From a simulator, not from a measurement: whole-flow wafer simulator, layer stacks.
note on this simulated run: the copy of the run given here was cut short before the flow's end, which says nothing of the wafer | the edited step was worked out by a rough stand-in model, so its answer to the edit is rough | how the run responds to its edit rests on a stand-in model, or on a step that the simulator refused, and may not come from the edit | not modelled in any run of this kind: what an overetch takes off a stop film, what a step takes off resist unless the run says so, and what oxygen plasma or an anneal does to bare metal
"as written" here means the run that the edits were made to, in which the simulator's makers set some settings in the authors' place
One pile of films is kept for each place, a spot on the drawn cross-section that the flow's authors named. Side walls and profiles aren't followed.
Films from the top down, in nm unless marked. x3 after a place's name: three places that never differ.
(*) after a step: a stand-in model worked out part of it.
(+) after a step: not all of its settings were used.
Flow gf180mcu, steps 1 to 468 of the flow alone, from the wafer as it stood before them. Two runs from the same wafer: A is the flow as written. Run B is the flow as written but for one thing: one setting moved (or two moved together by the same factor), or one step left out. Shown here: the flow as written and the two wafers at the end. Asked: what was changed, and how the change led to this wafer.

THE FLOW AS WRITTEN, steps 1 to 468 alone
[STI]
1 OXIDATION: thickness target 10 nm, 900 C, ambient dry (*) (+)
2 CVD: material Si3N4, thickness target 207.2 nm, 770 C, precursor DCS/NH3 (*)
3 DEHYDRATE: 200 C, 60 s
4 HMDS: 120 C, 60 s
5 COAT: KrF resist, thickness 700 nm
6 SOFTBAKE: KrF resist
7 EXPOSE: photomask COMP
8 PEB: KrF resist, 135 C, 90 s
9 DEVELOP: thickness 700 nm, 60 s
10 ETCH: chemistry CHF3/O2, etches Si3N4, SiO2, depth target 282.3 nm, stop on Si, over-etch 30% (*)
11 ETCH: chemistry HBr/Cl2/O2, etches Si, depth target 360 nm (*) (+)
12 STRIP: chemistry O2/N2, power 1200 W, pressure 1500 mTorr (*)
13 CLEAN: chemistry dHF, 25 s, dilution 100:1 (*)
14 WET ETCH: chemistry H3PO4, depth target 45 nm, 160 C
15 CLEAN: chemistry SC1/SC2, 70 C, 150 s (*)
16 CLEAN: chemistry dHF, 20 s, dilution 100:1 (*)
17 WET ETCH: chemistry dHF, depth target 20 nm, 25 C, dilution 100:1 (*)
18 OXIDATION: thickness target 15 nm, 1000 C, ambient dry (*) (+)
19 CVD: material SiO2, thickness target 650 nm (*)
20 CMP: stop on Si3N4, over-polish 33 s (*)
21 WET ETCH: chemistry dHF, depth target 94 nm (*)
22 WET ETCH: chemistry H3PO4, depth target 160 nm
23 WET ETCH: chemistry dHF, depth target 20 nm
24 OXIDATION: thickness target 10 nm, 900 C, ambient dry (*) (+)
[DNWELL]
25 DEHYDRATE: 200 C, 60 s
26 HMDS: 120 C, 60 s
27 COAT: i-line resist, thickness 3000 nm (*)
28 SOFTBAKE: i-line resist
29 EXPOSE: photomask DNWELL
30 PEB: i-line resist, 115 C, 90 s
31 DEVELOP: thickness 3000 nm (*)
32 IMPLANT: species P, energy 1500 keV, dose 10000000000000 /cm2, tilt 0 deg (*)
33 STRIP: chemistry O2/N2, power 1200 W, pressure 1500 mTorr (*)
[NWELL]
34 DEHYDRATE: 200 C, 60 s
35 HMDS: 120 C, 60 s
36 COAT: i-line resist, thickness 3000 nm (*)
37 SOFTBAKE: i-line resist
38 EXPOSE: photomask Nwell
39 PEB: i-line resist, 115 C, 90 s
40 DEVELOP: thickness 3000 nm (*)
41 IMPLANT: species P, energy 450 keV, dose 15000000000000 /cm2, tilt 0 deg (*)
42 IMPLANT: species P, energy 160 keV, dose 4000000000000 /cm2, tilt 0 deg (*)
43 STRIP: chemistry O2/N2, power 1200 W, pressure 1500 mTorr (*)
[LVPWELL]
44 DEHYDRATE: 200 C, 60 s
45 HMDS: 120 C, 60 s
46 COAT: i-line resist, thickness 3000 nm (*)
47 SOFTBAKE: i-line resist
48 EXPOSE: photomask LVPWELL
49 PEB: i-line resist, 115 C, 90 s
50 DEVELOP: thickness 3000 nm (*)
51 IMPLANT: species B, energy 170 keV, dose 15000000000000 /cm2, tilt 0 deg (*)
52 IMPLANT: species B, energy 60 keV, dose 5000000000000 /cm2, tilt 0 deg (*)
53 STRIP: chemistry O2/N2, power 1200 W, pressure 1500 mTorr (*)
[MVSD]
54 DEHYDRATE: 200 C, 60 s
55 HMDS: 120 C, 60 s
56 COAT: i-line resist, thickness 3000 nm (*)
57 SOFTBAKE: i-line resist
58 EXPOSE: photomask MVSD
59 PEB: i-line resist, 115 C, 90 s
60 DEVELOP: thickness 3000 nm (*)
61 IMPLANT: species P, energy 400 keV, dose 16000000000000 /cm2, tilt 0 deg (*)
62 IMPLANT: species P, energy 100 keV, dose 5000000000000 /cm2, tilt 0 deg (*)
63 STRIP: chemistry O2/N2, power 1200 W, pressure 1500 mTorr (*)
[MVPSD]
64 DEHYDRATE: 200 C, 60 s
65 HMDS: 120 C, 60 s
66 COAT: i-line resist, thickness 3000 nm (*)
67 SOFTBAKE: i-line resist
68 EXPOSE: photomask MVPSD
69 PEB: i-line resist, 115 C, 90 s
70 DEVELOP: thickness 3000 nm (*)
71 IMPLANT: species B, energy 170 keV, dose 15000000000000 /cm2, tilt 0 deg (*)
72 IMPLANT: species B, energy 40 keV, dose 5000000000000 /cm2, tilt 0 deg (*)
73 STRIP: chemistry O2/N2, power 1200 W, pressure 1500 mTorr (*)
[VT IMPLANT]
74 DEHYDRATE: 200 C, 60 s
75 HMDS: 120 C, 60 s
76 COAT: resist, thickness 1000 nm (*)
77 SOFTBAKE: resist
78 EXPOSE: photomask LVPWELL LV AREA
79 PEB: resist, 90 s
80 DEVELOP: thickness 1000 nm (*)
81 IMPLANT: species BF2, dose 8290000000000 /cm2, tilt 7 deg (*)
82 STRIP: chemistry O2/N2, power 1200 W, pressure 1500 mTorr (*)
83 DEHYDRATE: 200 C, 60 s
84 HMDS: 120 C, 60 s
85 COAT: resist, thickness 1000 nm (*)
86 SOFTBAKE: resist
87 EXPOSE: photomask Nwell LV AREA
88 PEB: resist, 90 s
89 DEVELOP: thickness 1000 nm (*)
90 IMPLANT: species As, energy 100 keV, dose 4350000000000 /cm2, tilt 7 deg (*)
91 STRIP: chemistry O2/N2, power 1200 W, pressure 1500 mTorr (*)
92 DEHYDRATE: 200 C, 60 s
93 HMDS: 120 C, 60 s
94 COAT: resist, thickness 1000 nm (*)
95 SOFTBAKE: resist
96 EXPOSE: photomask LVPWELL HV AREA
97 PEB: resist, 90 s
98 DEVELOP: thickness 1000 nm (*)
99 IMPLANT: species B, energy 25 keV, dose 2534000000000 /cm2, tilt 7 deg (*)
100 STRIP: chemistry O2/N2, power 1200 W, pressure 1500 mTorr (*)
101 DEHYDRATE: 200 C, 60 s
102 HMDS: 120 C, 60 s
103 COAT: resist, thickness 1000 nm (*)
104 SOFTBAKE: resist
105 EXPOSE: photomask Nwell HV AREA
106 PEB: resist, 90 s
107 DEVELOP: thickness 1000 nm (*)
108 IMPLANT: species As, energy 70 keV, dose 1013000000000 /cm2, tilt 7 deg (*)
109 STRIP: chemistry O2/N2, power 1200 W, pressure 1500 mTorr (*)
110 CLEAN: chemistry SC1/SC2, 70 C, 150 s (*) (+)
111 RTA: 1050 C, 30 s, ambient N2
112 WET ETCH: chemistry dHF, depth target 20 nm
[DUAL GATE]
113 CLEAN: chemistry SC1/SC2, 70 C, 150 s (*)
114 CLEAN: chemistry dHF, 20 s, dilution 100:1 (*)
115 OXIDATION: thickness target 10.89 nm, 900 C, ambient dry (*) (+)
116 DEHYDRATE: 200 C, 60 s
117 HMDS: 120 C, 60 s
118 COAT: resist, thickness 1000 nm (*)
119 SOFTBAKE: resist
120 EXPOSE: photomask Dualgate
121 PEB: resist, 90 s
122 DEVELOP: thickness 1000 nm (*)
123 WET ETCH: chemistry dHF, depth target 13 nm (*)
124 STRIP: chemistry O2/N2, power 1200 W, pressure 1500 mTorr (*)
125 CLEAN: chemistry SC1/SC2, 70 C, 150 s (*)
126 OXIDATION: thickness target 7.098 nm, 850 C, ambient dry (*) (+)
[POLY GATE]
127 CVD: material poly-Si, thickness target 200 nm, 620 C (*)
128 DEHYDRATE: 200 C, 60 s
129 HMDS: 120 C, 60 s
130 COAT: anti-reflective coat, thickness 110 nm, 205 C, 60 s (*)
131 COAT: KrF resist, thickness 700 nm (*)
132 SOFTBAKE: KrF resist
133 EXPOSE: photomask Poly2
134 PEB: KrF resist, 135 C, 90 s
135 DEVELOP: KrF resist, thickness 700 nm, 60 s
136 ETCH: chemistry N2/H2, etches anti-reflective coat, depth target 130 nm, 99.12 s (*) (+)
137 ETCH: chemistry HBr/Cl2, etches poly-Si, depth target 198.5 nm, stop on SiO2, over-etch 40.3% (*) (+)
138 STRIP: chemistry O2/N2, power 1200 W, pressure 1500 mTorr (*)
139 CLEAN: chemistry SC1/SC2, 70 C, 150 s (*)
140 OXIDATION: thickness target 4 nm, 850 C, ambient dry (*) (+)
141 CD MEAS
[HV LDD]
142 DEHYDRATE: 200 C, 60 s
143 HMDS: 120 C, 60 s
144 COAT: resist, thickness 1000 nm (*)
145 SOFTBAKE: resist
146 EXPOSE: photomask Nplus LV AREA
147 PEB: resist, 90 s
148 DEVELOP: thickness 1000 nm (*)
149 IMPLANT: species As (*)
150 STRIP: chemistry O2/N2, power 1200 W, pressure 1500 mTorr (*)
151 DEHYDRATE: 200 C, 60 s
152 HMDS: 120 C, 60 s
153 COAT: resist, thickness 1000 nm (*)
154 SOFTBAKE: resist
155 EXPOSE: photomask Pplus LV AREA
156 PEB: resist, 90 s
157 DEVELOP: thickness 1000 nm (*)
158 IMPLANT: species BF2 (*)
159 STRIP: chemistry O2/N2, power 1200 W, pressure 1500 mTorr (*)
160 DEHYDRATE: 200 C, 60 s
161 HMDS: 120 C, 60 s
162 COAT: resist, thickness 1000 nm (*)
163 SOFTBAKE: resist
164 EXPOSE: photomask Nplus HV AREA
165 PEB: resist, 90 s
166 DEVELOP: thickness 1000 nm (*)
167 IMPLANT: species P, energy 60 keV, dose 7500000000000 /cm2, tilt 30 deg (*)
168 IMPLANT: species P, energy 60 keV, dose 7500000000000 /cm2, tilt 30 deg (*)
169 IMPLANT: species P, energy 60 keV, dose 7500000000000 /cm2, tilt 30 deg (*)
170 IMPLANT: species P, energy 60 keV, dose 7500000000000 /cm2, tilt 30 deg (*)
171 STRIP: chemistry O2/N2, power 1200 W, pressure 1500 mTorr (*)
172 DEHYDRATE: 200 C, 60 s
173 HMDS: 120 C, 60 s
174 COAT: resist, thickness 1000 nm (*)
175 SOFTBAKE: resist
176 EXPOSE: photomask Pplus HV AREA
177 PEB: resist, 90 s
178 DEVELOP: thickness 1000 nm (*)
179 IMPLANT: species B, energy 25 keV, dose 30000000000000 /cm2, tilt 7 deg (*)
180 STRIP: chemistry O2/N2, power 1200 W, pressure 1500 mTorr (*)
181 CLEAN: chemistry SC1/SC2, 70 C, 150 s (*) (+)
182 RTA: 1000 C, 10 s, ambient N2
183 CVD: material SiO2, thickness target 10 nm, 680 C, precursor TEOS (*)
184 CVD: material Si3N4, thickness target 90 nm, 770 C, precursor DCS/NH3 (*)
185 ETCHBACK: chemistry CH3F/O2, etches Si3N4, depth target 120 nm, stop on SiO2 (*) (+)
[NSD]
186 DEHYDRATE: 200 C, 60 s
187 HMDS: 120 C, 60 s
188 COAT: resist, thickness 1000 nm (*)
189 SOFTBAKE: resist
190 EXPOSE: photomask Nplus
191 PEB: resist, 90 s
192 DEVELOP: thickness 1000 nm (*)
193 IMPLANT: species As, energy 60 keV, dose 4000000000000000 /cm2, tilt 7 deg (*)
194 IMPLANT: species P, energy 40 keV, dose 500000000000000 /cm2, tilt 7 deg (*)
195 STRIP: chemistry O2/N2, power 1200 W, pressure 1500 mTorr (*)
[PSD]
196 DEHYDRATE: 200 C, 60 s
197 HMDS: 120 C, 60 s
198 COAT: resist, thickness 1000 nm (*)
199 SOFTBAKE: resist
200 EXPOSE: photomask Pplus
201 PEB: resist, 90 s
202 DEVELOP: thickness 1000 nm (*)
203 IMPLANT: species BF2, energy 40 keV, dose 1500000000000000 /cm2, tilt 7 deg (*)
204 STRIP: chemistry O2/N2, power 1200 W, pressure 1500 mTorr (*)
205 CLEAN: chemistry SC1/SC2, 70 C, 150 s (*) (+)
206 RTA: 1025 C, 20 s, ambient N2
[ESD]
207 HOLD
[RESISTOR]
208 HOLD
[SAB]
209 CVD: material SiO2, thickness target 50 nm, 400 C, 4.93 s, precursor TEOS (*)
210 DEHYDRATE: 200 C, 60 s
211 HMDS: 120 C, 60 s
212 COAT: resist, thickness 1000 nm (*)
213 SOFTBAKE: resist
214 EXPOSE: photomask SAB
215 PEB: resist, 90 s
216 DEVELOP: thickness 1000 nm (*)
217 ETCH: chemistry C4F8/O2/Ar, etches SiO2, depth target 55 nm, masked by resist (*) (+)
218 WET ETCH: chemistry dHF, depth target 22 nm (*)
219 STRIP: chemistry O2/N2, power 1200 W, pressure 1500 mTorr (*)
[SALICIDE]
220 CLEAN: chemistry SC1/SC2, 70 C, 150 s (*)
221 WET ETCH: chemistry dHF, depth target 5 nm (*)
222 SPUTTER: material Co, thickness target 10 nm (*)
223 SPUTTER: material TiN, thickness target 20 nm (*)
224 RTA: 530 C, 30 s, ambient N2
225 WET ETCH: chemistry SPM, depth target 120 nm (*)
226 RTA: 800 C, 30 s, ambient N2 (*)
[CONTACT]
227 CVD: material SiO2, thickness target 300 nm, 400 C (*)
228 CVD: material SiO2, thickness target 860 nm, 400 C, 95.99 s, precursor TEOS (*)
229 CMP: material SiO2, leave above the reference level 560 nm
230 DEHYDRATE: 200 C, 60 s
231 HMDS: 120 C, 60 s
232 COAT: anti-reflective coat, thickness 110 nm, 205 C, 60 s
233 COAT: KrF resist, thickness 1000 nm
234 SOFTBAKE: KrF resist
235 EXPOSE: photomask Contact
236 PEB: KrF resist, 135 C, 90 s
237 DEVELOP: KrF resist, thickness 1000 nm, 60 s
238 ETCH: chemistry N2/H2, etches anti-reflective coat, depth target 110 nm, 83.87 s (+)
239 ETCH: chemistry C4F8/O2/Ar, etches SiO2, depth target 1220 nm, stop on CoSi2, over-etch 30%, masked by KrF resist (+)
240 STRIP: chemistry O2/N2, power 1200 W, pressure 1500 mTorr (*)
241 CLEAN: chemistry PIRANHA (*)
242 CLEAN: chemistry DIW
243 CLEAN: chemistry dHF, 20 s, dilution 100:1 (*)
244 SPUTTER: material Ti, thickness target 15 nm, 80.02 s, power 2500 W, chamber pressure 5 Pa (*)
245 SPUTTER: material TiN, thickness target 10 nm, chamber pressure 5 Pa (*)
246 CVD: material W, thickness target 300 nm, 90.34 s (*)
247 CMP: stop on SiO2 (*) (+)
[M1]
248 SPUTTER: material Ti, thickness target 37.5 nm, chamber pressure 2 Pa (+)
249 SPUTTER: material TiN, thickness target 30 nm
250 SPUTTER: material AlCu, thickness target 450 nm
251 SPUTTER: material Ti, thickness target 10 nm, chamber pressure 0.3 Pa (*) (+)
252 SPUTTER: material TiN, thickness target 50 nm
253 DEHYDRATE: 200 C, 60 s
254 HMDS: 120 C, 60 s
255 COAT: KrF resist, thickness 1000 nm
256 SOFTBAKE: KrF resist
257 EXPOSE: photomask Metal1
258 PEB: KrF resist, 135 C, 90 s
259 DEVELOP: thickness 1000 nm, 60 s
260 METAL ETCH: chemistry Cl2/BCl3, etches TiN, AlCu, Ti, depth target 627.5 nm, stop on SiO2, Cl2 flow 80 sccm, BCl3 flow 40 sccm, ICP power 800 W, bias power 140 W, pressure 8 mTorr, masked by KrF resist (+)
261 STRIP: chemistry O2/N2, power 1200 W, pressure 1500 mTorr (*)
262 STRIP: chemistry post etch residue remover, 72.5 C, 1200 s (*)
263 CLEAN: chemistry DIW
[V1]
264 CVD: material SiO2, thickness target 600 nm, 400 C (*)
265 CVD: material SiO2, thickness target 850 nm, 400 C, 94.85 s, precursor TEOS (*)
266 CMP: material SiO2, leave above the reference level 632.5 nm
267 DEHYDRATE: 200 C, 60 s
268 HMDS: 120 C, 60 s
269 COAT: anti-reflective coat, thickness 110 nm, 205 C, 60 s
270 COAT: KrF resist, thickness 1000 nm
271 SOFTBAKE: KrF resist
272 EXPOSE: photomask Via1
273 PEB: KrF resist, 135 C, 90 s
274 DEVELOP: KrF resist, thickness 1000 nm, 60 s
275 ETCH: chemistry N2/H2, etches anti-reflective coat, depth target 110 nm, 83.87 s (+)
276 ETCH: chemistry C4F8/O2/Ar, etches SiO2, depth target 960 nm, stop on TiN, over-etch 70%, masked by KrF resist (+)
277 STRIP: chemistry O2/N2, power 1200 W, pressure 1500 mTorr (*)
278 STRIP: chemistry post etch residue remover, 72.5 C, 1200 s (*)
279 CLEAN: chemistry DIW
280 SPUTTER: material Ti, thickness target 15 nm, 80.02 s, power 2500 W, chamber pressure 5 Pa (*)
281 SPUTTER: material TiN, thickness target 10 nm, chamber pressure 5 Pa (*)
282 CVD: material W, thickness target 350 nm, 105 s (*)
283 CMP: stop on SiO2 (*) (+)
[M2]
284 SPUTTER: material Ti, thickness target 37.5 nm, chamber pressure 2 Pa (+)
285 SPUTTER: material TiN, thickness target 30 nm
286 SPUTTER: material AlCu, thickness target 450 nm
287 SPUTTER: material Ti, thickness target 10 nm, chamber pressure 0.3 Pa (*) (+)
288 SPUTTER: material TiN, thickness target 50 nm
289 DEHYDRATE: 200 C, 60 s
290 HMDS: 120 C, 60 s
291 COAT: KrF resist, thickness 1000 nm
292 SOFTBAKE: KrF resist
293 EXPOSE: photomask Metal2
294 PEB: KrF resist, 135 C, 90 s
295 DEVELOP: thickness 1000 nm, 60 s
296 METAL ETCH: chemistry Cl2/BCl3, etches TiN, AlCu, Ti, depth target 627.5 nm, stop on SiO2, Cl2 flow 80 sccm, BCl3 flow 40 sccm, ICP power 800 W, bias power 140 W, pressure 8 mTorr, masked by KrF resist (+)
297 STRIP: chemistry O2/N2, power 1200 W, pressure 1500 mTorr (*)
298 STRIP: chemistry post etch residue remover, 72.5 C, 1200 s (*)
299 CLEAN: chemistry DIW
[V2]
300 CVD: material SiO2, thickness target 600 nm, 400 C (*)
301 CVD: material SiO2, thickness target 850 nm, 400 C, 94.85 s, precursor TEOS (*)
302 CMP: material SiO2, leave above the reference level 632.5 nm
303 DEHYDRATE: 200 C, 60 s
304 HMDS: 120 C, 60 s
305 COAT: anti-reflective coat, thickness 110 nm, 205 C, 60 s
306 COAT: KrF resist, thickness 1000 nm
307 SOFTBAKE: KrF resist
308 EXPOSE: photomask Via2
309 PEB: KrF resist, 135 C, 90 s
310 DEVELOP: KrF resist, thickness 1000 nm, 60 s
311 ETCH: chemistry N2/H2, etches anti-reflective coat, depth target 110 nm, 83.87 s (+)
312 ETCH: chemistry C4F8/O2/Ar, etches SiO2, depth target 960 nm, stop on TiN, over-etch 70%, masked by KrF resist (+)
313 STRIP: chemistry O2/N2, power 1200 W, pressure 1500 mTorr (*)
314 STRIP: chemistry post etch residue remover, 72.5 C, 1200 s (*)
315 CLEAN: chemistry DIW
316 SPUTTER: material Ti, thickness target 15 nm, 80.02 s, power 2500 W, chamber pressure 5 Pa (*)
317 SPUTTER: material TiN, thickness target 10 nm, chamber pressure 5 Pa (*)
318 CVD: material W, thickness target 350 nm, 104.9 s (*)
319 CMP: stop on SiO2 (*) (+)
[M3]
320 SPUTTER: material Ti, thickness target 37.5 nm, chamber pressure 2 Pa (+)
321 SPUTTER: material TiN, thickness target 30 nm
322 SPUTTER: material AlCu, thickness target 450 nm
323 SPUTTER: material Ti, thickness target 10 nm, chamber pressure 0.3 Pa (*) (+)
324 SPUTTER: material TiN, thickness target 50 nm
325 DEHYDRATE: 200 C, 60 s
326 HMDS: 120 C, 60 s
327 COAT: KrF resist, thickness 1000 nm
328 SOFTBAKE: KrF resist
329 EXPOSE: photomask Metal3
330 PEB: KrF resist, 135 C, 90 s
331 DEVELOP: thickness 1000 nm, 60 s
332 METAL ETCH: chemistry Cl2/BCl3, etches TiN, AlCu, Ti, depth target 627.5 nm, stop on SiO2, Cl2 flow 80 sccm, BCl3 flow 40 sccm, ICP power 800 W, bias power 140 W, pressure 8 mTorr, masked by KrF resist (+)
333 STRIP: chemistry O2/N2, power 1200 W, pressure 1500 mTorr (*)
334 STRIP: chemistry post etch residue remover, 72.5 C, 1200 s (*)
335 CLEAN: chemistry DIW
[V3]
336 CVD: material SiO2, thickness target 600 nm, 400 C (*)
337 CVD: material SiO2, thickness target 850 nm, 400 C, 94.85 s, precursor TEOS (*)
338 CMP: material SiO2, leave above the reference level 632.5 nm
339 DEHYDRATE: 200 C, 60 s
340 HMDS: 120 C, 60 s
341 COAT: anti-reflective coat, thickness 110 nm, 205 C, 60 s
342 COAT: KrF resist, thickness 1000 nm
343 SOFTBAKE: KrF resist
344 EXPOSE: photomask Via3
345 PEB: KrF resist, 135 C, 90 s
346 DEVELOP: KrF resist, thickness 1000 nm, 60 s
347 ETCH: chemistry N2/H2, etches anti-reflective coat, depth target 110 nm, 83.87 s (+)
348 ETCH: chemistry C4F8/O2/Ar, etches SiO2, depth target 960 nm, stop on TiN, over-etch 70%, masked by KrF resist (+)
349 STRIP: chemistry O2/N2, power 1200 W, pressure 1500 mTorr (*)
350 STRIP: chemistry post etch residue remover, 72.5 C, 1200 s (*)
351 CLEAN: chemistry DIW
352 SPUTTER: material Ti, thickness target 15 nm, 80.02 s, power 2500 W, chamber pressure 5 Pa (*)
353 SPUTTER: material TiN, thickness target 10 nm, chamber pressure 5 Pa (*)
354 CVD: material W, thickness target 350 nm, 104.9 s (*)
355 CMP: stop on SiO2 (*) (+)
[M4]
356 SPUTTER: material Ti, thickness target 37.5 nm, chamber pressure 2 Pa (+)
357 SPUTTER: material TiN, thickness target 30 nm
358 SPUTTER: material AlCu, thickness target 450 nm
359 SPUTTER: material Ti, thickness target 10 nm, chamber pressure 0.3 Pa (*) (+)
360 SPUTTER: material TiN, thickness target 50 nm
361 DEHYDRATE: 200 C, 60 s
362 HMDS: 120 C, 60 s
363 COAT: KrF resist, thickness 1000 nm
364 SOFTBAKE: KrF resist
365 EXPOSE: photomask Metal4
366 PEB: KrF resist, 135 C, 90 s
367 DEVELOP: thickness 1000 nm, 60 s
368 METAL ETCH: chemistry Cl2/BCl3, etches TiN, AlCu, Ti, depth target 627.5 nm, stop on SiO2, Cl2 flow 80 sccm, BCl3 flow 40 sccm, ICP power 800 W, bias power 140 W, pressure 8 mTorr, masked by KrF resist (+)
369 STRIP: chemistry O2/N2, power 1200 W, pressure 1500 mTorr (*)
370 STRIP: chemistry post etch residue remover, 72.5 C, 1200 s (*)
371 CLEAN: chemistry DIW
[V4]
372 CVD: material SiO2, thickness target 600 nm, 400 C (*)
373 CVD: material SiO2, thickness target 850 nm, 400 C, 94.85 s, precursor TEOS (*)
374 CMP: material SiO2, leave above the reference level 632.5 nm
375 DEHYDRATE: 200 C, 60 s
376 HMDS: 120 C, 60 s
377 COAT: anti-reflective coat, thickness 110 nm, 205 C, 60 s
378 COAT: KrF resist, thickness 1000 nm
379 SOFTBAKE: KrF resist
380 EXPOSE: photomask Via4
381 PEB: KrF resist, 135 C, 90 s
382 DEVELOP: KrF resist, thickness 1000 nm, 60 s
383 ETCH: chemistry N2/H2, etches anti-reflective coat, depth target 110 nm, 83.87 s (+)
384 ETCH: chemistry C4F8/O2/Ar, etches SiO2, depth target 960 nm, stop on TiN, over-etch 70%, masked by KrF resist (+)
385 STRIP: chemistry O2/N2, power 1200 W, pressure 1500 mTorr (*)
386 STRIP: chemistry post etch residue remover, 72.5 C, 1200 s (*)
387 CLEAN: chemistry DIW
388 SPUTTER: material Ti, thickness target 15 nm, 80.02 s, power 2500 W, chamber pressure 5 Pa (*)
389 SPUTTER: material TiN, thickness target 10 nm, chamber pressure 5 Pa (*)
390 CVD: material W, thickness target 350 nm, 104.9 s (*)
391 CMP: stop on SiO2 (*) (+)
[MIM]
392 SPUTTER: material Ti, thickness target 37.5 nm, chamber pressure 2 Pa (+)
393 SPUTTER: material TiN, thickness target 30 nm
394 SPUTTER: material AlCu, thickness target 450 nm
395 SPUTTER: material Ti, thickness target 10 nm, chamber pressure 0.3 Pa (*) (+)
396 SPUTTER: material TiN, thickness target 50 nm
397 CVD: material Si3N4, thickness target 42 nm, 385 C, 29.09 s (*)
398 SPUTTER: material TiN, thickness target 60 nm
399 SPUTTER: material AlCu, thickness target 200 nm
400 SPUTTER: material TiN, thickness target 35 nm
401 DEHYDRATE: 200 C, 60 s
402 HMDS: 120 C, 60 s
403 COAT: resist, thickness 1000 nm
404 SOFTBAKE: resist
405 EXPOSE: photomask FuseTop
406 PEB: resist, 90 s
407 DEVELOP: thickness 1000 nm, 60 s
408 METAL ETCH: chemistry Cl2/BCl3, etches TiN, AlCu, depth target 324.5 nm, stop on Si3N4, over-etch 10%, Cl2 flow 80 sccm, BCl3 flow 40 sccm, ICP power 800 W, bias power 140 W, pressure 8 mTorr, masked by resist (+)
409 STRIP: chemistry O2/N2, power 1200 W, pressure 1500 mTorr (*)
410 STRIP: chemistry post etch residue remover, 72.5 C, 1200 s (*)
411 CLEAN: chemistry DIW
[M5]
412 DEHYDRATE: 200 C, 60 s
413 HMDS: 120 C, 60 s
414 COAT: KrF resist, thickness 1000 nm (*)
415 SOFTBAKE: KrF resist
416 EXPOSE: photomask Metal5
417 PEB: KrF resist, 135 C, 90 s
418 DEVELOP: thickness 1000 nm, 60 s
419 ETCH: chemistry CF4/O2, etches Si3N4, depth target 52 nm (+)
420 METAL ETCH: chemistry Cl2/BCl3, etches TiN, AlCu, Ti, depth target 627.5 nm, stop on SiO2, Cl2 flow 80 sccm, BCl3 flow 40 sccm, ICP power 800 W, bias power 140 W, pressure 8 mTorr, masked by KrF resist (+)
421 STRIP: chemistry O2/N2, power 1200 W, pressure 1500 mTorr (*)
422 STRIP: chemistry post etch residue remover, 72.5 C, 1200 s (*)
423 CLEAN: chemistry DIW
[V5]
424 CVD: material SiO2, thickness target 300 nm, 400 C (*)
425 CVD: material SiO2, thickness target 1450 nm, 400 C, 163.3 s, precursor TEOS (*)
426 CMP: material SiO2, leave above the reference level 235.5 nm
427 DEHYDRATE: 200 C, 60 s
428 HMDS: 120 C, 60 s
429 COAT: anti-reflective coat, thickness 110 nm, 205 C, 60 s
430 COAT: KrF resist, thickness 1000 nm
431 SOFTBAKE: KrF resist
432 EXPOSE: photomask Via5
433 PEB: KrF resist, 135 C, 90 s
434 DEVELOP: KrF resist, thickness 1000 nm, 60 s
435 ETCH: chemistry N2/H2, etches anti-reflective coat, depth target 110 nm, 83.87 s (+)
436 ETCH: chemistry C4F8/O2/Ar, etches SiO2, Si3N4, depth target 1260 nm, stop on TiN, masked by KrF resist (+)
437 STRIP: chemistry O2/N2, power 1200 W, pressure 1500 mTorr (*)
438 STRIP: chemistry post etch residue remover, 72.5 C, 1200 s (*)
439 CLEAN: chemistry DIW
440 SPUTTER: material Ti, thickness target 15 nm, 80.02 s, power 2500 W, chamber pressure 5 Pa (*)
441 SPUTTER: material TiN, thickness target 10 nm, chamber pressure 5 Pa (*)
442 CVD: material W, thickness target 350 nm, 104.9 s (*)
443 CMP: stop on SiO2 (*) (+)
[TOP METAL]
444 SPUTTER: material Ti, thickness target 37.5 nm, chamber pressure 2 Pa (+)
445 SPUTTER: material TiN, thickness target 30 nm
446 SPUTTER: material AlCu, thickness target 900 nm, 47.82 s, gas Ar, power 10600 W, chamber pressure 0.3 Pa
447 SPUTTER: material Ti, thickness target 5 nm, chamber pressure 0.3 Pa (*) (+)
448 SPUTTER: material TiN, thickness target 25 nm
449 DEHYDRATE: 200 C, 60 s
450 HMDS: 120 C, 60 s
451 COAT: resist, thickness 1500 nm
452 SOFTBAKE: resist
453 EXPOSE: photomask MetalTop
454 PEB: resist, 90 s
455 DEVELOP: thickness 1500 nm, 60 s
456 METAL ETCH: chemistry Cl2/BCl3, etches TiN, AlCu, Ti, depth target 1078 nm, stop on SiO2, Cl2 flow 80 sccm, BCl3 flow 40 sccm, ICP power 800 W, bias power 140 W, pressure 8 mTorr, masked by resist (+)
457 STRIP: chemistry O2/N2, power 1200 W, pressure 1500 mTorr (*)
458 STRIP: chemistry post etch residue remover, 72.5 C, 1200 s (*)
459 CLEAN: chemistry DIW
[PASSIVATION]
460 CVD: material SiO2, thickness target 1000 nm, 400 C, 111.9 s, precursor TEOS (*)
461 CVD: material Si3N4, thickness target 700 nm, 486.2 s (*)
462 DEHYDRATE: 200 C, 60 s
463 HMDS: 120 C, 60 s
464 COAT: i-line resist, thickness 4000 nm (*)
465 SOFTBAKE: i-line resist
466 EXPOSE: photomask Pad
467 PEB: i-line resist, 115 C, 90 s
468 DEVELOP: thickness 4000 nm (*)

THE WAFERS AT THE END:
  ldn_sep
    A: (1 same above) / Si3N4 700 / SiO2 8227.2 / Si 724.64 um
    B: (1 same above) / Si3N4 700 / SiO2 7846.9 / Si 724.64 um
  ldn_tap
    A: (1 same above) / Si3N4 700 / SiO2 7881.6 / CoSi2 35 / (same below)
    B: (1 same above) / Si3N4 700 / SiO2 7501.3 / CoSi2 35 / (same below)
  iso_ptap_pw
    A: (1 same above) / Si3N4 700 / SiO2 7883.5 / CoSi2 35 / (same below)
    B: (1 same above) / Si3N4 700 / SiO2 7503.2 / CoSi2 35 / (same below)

The cause: step 460, CVD: 68.57 s was run, where the flow has 111.9 s.

How the change led to this, step by step:
  460 CVD: material SiO2, thickness target 1000 nm, 400 C, 111.9 s, precursor TEOS (*)
      field, field__w1, field__w2 and 103 more: A SiO2 +1000 | B SiO2 +619.6
      field__w8, contact, m1, m1__w1, pad, m1_nw: A SiO2 +1000 (new film) | B SiO2 +619.6 (new film)
  465 SOFTBAKE: i-line resist
      field__w5, field__w9: A i-line resist +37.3 | B i-line resist +30.2
      field__w11, field__w13: A i-line resist +37.9 | B i-line resist +31.2
      (and at 57 more places)
